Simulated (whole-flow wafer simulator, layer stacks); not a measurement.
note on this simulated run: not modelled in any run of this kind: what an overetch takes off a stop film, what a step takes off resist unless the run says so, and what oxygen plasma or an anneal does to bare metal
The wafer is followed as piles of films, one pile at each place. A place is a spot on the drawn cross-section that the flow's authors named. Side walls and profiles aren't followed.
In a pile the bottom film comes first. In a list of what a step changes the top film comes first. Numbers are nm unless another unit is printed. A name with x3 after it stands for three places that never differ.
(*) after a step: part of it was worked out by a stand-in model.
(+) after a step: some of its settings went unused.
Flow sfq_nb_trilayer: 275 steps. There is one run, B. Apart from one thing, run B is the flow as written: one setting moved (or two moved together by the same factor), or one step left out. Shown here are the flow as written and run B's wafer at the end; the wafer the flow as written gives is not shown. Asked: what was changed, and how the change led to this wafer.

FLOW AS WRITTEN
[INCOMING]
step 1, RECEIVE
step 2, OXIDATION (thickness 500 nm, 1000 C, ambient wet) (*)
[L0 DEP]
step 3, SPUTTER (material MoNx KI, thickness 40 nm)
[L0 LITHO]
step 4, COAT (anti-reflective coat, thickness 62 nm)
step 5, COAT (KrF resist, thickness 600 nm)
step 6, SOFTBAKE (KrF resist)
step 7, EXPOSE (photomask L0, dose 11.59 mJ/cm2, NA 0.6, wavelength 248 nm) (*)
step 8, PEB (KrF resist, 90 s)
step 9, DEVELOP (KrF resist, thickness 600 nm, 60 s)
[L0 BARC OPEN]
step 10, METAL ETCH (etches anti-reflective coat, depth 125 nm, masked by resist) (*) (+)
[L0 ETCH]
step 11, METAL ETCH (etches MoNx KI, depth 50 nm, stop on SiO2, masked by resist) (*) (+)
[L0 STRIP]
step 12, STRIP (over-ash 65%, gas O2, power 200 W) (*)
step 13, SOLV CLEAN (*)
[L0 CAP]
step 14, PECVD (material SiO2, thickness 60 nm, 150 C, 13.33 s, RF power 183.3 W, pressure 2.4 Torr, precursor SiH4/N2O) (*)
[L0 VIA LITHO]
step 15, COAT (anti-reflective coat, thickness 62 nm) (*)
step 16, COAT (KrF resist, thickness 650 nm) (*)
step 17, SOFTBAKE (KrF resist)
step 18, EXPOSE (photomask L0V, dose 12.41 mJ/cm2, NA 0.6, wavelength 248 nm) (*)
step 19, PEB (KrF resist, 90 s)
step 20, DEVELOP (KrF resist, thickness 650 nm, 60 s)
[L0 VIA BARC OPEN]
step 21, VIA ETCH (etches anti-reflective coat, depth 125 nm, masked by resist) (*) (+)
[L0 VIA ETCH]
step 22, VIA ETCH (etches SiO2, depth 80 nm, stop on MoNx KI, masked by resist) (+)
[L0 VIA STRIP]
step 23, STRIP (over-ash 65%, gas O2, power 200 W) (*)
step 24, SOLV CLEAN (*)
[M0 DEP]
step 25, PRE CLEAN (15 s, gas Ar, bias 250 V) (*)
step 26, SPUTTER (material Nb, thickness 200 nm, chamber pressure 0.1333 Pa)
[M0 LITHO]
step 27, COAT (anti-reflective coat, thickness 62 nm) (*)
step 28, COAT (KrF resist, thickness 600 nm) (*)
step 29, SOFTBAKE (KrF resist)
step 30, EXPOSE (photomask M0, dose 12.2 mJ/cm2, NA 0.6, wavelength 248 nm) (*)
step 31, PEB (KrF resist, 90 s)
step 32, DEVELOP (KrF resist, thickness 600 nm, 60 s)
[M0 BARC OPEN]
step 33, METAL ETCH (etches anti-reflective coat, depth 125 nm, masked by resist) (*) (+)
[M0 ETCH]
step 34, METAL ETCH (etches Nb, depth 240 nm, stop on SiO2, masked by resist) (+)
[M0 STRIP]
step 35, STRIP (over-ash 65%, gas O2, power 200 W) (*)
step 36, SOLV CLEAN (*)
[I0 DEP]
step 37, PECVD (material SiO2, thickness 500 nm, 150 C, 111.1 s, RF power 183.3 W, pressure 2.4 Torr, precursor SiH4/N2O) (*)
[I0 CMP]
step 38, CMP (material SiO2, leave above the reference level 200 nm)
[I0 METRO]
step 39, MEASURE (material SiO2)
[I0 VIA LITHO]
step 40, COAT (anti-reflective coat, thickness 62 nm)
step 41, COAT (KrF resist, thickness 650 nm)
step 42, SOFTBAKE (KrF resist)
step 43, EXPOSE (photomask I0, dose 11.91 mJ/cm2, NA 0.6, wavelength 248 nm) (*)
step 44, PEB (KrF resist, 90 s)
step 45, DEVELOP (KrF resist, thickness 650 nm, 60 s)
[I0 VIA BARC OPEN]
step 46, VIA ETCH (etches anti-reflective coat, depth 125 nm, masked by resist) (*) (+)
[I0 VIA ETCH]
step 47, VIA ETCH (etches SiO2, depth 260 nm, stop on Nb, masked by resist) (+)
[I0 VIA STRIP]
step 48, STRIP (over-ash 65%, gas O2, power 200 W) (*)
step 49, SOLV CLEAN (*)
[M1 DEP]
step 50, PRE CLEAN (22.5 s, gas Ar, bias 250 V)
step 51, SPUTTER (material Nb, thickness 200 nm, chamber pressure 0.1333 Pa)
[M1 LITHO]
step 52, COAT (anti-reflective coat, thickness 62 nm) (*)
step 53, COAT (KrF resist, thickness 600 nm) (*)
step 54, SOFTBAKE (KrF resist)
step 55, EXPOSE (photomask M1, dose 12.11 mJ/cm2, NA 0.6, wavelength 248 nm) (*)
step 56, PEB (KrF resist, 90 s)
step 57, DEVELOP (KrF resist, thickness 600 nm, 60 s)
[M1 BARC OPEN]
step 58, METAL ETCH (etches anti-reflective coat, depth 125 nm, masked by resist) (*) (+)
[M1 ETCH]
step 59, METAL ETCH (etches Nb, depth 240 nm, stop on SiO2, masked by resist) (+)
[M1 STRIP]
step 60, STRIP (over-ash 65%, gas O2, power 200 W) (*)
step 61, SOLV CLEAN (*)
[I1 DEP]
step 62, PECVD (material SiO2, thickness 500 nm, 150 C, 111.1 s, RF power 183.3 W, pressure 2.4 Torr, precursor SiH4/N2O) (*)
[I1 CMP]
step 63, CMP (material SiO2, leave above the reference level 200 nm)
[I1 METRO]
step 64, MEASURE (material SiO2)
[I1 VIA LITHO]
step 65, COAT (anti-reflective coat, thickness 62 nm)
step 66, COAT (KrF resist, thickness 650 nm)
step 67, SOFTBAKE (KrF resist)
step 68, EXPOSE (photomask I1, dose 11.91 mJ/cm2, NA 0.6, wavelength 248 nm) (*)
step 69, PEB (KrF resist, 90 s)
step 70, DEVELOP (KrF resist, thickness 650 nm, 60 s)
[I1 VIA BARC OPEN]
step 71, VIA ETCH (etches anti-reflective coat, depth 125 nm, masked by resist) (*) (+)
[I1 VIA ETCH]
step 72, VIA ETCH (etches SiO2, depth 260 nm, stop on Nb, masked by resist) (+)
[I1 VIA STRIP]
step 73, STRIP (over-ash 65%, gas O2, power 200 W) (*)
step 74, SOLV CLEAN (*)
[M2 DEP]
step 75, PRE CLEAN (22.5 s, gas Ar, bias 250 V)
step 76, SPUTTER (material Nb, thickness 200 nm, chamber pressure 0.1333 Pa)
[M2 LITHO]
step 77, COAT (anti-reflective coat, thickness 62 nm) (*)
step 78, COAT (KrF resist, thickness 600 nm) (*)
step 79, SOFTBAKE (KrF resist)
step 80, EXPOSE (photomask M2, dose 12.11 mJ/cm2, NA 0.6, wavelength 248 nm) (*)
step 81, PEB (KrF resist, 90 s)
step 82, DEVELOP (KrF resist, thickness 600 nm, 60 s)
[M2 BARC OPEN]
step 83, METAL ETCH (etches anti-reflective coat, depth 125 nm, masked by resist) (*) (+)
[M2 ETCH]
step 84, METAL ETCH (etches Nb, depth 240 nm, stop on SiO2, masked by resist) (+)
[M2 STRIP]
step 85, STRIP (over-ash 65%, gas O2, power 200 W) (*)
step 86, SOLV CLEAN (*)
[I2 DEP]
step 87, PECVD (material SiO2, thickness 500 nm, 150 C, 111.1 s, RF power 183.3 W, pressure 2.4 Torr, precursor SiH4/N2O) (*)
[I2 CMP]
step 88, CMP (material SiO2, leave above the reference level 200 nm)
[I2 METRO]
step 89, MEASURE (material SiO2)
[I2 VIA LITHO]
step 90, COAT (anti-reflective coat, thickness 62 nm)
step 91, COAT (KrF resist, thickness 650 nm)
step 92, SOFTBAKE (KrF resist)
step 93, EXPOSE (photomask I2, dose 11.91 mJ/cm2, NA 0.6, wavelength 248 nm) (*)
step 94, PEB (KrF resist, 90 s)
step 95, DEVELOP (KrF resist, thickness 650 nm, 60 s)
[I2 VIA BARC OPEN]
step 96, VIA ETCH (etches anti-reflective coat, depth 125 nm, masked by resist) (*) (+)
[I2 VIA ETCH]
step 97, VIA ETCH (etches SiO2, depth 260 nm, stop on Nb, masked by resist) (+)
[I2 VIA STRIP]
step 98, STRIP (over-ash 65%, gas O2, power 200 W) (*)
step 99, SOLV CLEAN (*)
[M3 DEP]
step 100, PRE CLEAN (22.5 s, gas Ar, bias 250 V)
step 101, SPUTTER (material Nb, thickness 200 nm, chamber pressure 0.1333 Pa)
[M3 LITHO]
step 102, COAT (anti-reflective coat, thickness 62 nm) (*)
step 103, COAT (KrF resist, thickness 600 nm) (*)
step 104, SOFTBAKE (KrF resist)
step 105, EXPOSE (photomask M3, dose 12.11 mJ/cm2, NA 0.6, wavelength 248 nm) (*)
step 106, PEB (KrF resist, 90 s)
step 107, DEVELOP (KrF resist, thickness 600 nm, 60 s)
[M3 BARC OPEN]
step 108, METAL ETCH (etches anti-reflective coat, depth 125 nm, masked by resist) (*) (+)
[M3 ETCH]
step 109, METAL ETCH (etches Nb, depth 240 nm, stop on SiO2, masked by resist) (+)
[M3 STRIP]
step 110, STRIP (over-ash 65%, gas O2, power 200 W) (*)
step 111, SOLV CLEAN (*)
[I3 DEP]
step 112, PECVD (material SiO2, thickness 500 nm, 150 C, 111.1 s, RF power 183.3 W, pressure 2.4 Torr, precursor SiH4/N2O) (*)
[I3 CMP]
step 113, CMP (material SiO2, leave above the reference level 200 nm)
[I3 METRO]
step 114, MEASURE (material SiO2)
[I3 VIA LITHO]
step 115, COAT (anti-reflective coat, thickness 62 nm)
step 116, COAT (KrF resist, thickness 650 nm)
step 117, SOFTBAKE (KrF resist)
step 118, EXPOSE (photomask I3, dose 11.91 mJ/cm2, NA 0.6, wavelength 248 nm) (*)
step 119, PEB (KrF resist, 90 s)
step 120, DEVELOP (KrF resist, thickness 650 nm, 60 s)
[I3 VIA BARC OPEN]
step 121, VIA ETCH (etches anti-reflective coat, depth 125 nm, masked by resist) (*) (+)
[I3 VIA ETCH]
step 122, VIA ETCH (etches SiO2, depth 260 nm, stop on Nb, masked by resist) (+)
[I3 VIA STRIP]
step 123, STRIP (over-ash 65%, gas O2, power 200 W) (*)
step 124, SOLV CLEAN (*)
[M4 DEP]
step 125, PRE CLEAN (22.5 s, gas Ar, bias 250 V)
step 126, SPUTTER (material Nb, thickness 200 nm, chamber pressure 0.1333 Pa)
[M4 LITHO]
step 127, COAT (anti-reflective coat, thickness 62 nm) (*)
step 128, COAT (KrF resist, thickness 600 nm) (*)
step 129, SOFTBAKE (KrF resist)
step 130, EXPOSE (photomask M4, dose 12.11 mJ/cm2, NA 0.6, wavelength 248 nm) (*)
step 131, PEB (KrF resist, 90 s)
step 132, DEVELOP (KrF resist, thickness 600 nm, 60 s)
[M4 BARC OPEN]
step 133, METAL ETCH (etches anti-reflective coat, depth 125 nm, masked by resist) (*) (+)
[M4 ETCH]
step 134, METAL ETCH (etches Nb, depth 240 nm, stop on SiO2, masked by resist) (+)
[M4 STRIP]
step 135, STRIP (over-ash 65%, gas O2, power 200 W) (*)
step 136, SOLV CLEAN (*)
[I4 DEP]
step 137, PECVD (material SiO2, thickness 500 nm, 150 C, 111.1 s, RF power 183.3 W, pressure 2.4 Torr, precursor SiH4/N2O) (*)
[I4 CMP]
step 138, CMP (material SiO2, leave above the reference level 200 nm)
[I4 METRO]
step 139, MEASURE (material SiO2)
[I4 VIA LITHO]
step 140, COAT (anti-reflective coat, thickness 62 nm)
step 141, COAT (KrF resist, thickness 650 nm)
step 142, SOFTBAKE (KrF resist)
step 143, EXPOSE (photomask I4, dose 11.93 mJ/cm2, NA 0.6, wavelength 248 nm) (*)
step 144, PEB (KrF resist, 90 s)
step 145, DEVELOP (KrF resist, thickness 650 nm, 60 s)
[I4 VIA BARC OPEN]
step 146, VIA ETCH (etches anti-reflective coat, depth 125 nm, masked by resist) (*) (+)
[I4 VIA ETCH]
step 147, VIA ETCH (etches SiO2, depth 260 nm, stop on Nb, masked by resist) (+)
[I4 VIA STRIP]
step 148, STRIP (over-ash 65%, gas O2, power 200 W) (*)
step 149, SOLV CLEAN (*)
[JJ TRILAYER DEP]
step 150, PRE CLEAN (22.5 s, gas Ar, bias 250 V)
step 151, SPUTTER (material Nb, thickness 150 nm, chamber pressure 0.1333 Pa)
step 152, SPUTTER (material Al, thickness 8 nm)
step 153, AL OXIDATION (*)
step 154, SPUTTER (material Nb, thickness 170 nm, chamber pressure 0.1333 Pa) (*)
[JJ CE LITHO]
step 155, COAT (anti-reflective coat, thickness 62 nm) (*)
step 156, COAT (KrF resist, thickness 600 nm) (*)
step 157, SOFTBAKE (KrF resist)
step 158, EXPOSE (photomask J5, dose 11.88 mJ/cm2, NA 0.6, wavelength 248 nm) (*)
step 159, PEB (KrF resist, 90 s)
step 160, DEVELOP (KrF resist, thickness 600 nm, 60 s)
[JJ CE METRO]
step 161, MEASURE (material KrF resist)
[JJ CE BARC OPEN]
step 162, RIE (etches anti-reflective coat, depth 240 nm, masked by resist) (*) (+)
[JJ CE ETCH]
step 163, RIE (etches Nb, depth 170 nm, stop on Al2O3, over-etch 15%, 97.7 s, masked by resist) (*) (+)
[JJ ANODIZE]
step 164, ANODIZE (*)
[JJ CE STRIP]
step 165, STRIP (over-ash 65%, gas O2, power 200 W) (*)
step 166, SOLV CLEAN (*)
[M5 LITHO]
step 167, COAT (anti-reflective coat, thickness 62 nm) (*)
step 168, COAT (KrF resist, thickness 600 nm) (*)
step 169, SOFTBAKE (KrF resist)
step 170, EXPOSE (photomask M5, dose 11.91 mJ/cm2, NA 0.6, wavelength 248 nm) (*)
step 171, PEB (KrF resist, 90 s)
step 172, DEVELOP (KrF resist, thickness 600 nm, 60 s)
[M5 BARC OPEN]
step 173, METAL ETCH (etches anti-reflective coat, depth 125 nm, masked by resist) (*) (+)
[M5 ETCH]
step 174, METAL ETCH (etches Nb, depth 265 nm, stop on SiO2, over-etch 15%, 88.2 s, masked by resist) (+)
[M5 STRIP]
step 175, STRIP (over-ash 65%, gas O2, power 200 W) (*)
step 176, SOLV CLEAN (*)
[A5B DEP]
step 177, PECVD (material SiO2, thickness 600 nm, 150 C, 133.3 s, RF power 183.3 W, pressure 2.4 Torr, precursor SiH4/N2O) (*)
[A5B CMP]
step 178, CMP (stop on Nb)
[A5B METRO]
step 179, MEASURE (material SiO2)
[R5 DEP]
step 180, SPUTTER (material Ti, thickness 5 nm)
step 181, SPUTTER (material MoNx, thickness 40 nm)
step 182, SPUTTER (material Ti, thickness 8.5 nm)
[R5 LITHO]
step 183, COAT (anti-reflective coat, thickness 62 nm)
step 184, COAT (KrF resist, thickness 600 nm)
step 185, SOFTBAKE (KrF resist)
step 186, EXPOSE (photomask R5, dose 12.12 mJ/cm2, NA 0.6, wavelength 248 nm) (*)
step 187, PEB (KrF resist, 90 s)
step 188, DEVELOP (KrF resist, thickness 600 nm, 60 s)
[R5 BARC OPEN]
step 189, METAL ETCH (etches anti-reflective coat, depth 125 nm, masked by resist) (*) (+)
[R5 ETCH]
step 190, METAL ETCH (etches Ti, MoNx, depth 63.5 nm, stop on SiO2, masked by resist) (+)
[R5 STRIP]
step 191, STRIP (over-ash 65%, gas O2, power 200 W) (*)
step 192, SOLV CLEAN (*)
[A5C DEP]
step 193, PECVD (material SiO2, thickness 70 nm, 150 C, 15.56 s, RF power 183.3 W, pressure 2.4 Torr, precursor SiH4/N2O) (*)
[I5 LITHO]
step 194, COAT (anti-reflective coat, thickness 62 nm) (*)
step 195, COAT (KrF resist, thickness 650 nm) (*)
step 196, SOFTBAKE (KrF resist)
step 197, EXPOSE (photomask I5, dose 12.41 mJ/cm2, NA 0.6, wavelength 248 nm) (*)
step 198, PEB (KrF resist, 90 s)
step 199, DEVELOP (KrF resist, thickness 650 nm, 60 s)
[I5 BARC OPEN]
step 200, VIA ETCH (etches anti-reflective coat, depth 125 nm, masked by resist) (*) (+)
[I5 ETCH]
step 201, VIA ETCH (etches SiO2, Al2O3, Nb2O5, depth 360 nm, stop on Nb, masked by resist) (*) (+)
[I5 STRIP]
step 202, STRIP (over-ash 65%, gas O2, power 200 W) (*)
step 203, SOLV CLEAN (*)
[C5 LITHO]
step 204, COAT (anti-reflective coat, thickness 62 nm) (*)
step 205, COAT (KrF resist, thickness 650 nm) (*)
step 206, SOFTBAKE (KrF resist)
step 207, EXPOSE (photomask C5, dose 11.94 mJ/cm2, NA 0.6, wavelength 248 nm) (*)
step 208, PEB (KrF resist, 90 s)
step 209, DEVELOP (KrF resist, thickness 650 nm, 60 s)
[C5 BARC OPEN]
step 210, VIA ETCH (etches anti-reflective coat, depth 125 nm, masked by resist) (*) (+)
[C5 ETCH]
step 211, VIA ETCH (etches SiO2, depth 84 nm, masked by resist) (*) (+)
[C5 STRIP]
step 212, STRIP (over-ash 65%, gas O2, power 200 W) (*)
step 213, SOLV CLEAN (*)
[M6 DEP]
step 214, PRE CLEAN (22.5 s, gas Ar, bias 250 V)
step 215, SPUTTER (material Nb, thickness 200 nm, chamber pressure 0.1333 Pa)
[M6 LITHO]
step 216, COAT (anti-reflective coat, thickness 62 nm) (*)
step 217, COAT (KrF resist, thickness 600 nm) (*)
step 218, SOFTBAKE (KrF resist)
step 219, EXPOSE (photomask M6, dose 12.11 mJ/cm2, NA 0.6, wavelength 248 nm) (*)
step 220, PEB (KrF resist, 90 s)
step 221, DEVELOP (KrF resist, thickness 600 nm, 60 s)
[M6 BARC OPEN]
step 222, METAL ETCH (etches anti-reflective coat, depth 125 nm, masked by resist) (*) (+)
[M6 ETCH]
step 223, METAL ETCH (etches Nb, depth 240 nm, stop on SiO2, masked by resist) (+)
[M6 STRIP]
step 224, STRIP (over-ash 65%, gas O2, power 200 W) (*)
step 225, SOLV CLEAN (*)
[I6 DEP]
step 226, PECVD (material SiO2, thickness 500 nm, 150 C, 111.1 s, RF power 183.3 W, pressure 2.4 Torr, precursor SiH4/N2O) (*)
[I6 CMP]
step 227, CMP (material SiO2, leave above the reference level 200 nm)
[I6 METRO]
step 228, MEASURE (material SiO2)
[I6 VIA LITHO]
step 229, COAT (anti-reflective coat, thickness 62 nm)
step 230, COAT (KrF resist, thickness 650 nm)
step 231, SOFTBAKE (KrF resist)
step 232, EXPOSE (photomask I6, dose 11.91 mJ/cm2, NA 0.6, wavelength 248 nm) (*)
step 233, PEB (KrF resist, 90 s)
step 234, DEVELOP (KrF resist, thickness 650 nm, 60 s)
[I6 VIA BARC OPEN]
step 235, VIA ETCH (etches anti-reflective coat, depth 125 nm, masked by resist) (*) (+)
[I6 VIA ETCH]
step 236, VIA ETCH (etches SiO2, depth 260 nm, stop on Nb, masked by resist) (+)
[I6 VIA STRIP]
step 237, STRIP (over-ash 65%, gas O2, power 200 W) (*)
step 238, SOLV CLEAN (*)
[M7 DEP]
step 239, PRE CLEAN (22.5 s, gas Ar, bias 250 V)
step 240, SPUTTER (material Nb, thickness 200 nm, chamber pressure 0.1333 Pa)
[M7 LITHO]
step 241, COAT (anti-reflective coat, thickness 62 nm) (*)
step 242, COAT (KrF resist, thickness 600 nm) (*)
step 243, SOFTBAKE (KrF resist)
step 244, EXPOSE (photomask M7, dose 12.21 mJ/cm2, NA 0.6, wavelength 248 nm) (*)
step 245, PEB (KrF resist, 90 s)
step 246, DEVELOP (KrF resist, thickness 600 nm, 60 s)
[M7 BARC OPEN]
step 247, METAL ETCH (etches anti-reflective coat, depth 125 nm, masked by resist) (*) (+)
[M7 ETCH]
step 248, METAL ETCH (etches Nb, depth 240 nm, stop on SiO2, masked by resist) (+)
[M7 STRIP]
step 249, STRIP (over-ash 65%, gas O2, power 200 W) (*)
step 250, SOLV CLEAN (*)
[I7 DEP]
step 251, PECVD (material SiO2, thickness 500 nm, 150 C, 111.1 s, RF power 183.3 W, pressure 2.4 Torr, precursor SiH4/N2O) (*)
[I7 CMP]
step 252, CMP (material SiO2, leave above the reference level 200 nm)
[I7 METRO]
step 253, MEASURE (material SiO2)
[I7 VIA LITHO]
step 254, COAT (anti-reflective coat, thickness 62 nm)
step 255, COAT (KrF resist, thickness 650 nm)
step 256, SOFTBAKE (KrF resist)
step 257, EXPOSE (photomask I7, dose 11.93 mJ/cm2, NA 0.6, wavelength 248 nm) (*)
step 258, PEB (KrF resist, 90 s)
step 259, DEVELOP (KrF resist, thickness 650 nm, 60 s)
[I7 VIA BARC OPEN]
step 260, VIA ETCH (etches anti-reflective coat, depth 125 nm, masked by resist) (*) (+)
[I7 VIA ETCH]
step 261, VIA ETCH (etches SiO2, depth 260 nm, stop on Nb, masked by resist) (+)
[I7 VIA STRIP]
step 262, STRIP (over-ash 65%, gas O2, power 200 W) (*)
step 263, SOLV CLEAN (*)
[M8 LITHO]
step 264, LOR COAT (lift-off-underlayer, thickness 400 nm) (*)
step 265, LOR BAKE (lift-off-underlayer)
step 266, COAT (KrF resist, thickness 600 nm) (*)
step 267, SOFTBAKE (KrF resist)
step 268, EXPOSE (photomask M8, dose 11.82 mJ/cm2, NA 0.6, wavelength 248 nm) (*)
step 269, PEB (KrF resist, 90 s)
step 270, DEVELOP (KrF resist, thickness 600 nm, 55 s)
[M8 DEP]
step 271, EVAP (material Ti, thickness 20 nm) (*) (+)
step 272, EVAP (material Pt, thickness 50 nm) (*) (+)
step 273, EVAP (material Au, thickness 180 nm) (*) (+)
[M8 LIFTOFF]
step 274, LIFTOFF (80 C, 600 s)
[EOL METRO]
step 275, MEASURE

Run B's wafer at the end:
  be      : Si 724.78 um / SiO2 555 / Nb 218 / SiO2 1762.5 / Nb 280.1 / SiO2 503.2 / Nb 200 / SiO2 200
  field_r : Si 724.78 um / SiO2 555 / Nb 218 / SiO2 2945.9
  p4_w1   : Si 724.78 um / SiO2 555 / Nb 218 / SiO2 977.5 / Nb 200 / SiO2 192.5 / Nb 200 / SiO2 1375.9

Cause: step 26, SPUTTER: thickness 218 nm was run, though the flow has thickness 200 nm.
The wafer lets one read it off: be has Nb 218, and step 26 as written asks for 200 nm.

Step by step, how the change led to this:
  step 26, SPUTTER (material Nb, thickness 200 nm, chamber pressure 0.1333 Pa)
      field_l, v_sur, via_wl and 102 more: +218 Nb (new film) (in the flow as written it would be: +200 Nb (new film))
      l0v: +213.7 Nb (new film) (in the flow as written it would be: +195.7 Nb (new film))
  step 34, METAL ETCH (etches Nb, depth 240 nm, stop on SiO2, masked by resist) (+)
      moat, m0r_space_l x2: -218 Nb (all of it) (in the flow as written it would be: -200 Nb (all of it))
  step 37, PECVD (material SiO2, thickness 500 nm, 150 C, 111.1 s, RF power 183.3 W, pressure 2.4 Torr, precursor SiH4/N2O) (*)
      moat, m0r_space_l x2: +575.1 SiO2 (in the flow as written it would be: +557.1 SiO2)
